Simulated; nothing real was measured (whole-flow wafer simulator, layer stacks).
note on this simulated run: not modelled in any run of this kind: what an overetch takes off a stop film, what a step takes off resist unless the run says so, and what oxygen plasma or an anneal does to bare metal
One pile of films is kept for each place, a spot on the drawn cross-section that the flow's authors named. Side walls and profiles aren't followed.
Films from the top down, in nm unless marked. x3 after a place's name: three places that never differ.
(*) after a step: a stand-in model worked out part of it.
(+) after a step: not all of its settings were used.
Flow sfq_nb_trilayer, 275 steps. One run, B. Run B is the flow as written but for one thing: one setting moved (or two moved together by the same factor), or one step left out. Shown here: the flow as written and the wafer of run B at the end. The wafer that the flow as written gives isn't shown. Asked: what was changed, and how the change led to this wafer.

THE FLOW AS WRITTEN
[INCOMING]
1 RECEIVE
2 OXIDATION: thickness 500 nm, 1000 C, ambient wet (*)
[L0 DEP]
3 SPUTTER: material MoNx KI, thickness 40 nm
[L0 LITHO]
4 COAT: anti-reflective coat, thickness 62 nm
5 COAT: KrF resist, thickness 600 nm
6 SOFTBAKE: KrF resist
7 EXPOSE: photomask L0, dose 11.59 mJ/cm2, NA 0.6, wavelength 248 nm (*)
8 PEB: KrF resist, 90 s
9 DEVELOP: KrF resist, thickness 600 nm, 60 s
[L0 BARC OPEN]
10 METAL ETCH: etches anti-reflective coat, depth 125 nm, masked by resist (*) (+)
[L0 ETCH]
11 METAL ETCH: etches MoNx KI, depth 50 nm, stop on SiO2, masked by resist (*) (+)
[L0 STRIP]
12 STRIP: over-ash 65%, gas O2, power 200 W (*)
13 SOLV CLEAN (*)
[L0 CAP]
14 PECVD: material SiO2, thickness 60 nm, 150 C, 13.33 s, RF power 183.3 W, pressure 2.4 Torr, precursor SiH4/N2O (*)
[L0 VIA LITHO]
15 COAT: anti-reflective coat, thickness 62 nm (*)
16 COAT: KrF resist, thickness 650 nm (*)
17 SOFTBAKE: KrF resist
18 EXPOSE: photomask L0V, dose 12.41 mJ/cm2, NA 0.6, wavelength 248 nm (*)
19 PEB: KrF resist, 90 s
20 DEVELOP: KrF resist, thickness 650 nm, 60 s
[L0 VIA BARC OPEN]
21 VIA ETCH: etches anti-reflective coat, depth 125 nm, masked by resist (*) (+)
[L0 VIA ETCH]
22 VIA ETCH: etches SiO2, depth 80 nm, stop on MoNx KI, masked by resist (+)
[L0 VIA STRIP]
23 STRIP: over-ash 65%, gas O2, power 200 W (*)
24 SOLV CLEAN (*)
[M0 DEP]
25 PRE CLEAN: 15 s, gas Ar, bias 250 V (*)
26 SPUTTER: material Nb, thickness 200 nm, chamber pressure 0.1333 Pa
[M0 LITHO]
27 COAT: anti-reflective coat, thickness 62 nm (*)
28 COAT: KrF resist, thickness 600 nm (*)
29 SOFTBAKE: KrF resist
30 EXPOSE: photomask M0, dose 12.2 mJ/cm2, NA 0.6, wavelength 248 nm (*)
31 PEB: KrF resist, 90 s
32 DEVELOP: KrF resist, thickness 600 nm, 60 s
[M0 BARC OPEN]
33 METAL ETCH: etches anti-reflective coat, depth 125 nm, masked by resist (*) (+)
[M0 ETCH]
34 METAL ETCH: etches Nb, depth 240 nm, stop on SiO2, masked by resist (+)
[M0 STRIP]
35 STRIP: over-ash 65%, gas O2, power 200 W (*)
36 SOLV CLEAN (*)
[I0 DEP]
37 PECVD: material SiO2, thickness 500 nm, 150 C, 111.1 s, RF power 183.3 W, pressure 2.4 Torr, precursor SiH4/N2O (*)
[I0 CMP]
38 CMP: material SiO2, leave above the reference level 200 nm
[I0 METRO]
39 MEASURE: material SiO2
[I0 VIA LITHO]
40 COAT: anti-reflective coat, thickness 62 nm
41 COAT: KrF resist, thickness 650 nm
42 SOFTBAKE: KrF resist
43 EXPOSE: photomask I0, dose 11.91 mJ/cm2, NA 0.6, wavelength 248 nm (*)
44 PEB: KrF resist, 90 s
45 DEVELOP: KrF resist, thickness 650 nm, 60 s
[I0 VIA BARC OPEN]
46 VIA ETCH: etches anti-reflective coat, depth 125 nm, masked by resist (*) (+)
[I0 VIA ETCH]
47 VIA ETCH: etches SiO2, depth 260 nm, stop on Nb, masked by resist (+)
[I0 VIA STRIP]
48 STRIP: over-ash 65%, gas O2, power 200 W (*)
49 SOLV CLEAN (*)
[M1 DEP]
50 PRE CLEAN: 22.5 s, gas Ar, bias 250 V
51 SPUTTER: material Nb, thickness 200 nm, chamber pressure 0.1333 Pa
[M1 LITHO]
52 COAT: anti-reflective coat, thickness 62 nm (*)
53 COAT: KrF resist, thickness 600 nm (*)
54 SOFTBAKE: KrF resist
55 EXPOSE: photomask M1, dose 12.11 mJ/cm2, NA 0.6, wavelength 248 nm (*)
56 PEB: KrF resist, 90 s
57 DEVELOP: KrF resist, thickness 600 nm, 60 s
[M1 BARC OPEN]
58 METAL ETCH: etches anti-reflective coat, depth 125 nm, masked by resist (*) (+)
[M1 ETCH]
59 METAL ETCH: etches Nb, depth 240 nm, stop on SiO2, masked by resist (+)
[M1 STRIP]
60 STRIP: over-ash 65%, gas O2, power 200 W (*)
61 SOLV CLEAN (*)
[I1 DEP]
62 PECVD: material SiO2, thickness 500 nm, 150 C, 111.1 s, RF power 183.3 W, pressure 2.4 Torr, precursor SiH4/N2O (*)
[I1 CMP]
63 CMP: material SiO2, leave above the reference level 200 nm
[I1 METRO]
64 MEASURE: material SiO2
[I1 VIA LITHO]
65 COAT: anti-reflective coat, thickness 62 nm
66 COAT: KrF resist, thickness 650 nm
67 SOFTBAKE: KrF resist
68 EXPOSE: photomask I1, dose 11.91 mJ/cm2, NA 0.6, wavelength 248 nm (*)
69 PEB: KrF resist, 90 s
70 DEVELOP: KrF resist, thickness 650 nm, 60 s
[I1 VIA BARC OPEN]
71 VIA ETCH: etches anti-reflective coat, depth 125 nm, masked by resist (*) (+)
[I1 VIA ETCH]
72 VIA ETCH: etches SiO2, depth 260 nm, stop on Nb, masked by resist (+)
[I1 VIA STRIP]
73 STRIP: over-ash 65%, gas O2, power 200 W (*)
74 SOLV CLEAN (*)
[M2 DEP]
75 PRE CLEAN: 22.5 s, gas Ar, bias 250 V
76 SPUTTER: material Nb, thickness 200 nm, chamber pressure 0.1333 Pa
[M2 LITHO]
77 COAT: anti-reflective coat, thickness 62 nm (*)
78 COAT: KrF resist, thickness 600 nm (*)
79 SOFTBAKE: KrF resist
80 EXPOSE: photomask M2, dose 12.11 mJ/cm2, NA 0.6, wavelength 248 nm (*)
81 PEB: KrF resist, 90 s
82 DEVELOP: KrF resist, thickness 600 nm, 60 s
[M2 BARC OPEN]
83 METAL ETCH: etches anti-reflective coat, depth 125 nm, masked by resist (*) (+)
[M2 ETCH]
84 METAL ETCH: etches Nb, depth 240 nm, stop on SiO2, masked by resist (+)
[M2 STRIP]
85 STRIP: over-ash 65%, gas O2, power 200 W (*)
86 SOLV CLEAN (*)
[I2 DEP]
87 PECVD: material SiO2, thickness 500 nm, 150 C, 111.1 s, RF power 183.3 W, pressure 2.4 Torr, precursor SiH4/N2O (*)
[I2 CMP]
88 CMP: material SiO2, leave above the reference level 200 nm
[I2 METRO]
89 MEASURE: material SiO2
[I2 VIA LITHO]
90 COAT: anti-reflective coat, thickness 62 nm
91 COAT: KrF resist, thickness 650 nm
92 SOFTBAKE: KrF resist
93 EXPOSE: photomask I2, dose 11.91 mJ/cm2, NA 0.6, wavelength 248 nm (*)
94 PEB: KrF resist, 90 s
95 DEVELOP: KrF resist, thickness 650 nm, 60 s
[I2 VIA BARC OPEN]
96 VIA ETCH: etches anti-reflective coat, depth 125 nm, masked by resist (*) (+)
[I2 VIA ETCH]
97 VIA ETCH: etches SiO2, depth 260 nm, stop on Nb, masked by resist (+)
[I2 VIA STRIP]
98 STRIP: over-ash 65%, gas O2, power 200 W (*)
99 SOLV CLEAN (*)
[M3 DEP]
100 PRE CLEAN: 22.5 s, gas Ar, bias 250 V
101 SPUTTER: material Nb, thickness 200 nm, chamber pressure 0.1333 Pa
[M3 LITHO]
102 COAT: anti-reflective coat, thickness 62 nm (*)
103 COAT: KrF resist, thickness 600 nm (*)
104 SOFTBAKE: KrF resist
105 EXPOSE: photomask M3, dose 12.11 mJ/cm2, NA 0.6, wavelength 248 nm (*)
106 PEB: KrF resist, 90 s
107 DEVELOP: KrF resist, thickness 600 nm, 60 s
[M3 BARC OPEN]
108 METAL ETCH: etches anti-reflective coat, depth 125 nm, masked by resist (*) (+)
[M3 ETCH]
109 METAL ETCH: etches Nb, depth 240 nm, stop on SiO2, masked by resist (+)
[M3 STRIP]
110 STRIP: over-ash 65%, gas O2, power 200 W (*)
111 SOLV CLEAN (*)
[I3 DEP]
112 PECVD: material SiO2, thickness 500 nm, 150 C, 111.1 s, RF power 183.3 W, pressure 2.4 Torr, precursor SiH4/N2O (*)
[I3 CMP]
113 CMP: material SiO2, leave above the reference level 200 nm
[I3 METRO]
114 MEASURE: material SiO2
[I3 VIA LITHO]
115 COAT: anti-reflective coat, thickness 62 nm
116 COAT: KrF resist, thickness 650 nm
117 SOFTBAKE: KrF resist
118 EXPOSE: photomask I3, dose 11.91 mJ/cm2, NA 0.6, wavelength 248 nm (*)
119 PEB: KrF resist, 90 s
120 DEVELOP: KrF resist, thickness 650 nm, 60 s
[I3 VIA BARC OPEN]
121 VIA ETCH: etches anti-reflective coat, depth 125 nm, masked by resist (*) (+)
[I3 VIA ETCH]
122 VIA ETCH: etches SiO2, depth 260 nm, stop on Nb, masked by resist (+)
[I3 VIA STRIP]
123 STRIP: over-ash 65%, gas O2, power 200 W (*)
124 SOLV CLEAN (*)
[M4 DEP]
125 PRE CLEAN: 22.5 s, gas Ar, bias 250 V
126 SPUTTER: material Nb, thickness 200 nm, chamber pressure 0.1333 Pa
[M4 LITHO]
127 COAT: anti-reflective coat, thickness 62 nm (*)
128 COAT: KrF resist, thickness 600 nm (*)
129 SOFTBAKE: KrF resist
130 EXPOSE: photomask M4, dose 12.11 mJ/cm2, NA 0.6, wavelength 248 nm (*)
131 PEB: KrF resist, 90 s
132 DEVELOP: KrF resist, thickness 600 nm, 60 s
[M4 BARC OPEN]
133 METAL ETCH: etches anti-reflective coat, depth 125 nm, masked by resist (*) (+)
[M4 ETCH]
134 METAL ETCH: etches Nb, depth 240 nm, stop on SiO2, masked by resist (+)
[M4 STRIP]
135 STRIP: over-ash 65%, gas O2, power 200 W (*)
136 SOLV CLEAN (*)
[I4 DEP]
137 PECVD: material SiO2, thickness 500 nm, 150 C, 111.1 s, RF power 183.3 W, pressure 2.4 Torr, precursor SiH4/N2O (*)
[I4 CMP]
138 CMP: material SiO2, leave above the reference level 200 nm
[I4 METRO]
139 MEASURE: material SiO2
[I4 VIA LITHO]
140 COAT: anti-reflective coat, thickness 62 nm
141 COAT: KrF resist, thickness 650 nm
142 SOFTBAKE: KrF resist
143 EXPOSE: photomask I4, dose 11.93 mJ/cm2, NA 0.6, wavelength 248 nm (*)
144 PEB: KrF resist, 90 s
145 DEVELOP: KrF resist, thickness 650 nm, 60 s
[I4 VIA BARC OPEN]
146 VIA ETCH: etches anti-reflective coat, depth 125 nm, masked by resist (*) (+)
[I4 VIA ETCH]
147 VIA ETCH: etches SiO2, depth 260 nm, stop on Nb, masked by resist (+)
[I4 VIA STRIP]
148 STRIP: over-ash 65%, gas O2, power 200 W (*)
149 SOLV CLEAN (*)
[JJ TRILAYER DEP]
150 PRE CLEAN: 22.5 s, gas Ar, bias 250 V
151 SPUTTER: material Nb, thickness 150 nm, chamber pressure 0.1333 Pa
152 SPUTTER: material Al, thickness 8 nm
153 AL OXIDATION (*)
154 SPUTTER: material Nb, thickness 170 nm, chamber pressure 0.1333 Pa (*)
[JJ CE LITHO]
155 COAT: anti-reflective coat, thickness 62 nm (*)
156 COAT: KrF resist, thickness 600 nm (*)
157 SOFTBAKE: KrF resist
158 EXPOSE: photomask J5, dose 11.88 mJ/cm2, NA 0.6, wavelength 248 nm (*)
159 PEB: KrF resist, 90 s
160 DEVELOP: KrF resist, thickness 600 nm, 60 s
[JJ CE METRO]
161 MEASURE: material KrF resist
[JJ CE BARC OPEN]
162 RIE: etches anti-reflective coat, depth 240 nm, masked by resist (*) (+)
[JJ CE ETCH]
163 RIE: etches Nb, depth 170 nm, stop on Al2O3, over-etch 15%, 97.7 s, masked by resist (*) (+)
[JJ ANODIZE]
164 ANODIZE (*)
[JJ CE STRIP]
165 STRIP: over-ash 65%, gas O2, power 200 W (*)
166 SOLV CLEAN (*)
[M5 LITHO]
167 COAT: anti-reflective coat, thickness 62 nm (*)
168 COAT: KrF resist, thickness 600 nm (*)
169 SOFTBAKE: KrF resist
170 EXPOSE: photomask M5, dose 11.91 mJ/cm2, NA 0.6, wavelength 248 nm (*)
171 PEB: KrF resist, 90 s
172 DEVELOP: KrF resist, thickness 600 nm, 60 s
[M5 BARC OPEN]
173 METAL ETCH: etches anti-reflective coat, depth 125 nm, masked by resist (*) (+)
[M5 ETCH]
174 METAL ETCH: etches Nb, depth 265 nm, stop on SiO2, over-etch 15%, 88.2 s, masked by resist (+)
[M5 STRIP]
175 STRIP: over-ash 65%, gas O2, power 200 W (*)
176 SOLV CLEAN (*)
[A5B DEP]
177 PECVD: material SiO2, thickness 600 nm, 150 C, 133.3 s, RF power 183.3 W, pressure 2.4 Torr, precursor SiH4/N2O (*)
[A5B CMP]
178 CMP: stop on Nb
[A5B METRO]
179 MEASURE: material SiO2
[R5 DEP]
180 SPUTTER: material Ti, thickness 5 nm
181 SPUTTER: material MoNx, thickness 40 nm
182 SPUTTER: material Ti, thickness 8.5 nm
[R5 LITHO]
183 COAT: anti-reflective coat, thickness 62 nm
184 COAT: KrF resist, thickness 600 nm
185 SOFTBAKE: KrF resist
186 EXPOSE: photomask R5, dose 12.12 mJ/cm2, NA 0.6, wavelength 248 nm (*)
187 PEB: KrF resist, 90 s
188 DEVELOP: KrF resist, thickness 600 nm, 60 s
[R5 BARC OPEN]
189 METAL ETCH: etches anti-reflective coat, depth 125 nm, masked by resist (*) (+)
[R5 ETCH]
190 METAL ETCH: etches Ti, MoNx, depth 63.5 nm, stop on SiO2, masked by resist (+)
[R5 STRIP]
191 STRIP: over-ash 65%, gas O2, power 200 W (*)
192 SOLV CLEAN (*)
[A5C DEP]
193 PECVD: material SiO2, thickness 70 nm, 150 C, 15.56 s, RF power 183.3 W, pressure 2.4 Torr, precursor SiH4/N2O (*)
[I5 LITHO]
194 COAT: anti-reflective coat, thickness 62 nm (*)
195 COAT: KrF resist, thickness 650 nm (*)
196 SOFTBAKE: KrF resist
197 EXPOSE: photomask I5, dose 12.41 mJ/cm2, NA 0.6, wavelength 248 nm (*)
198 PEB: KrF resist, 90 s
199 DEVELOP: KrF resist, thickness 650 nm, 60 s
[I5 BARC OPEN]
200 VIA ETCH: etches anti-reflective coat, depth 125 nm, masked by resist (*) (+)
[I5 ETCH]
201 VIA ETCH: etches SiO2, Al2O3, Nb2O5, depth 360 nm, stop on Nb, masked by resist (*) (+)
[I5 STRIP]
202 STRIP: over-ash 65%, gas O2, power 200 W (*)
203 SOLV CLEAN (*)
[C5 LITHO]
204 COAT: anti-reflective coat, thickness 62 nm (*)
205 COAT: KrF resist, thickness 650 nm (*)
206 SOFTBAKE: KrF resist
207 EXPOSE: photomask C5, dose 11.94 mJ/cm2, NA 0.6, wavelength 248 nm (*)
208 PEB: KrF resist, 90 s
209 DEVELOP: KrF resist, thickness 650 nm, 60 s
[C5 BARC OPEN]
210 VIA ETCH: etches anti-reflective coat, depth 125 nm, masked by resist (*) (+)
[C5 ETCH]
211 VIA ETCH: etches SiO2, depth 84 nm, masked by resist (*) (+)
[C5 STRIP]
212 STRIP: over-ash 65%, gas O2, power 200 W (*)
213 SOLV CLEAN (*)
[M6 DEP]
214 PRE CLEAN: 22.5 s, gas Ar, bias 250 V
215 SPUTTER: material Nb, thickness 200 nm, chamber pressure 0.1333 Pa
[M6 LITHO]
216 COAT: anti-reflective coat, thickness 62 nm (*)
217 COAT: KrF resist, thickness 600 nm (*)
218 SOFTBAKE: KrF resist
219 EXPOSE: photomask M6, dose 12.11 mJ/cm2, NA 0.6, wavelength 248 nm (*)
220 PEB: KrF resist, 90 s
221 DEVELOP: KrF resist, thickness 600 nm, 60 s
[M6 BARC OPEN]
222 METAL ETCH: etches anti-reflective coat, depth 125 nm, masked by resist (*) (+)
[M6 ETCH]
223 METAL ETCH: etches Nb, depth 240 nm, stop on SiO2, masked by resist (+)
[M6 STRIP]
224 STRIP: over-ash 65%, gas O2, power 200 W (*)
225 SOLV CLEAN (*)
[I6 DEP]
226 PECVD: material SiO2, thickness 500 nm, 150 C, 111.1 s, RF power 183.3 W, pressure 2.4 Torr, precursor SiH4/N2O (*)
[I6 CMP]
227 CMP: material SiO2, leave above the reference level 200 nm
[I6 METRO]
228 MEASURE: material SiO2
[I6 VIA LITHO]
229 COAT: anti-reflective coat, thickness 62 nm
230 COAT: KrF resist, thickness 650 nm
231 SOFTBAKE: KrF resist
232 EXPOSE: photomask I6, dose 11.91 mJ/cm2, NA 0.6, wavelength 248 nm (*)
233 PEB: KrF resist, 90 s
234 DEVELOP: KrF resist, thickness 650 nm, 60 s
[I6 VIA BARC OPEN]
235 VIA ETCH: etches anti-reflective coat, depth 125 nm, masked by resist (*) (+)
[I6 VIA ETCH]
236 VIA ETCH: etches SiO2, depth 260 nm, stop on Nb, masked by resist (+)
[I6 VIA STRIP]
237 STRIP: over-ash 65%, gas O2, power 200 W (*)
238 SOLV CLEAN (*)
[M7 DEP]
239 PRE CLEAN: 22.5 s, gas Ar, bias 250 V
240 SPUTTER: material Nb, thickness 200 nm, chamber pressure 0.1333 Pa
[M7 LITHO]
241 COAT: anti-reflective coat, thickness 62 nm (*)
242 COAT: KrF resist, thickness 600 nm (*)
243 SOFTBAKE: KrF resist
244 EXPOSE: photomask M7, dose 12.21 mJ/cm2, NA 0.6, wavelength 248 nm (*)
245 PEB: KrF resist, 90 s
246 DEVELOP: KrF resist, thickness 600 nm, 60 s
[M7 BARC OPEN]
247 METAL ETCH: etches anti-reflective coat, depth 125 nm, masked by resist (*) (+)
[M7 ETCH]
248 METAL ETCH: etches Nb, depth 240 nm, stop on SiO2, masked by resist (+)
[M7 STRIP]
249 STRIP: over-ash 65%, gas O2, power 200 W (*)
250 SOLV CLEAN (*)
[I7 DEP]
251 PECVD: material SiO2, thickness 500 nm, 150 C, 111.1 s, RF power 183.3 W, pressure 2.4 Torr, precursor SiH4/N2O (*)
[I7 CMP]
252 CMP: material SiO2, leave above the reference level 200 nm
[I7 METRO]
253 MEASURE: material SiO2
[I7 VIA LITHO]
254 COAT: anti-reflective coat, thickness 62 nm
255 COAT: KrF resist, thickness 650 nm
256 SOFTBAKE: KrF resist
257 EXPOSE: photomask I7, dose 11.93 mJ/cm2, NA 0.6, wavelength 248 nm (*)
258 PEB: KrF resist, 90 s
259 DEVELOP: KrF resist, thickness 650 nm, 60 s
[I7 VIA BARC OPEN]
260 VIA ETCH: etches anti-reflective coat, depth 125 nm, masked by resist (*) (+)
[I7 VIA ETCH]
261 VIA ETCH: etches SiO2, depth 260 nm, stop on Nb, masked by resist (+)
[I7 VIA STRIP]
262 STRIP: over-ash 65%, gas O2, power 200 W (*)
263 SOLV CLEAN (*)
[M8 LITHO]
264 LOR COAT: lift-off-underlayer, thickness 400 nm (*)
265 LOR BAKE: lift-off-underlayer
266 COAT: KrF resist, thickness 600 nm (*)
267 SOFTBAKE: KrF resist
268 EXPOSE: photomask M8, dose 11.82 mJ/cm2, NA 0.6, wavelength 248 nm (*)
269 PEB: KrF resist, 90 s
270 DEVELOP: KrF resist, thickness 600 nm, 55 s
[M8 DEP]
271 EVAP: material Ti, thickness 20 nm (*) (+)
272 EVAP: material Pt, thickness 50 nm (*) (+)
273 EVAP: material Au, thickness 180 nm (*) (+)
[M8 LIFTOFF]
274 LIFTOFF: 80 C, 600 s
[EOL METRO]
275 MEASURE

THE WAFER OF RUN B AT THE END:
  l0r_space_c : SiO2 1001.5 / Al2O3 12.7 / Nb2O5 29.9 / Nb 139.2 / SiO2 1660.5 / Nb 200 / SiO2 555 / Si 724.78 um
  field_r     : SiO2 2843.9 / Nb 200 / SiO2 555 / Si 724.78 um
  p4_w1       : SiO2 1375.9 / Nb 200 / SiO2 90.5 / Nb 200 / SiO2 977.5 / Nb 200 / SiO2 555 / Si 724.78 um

The cause: step 113, CMP: leave above the reference level 98 nm was run, where the flow has leave above the reference level 200 nm.

How the change led to this, step by step:
  113 CMP: material SiO2, leave above the reference level 200 nm
      field_l, be, be_sur and 64 more: SiO2 -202 (as written it would be: SiO2 -100)
      v_sur, via_wl, via_wr and 27 more: SiO2 -402 (as written it would be: SiO2 -300)
      (and at 9 more places)
  122 VIA ETCH: etches SiO2, depth 260 nm, stop on Nb, masked by resist (+)
      field_l, v_sur, via_wl and 102 more: KrF resist -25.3 (as written it would be: KrF resist -44.8)
      via_v: SiO2 -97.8 (all of it) (as written it would be: SiO2 -199.8 (all of it))
  123 STRIP: over-ash 65%, gas O2, power 200 W (*)
      field_l, v_sur, via_wl and 102 more: KrF resist -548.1 (all of it), anti-reflective coat -62 (all of it) (as written it would be: KrF resist -528.6 (all of it), anti-reflective coat -62 (all of it))
  126 SPUTTER: material Nb, thickness 200 nm, chamber pressure 0.1333 Pa
      via_v: Nb +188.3 (as written it would be: Nb +165.5)
  127 COAT: anti-reflective coat, thickness 62 nm (*)
      via_v: anti-reflective coat +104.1 (new film) (as written it would be: anti-reflective coat +124.8 (new film))
  128 COAT: KrF resist, thickness 600 nm (*)
      via_v: KrF resist +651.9 (new film) (as written it would be: KrF resist +739.8 (new film))
  135 STRIP: over-ash 65%, gas O2, power 200 W (*)
      via_sp: KrF resist -382.6 (all of it), anti-reflective coat -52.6 (all of it) (as written it would be: KrF resist -373.9 (all of it), anti-reflective coat -53 (all of it))
      via_v: KrF resist -434.1 (all of it), anti-reflective coat -104.1 (all of it) (as written it would be: KrF resist -521.8 (all of it), anti-reflective coat -124.8 (all of it))
      (and at 1 more place)
  137 PECVD: material SiO2, thickness 500 nm, 150 C, 111.1 s, RF power 183.3 W, pressure 2.4 Torr, precursor SiH4/N2O (*)
      via_v: SiO2 +500 (new film) (as written it would be: SiO2 +615 (new film))
  138 CMP: material SiO2, leave above the reference level 200 nm
      via_v: SiO2 -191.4 (as written it would be: SiO2 -181.6)
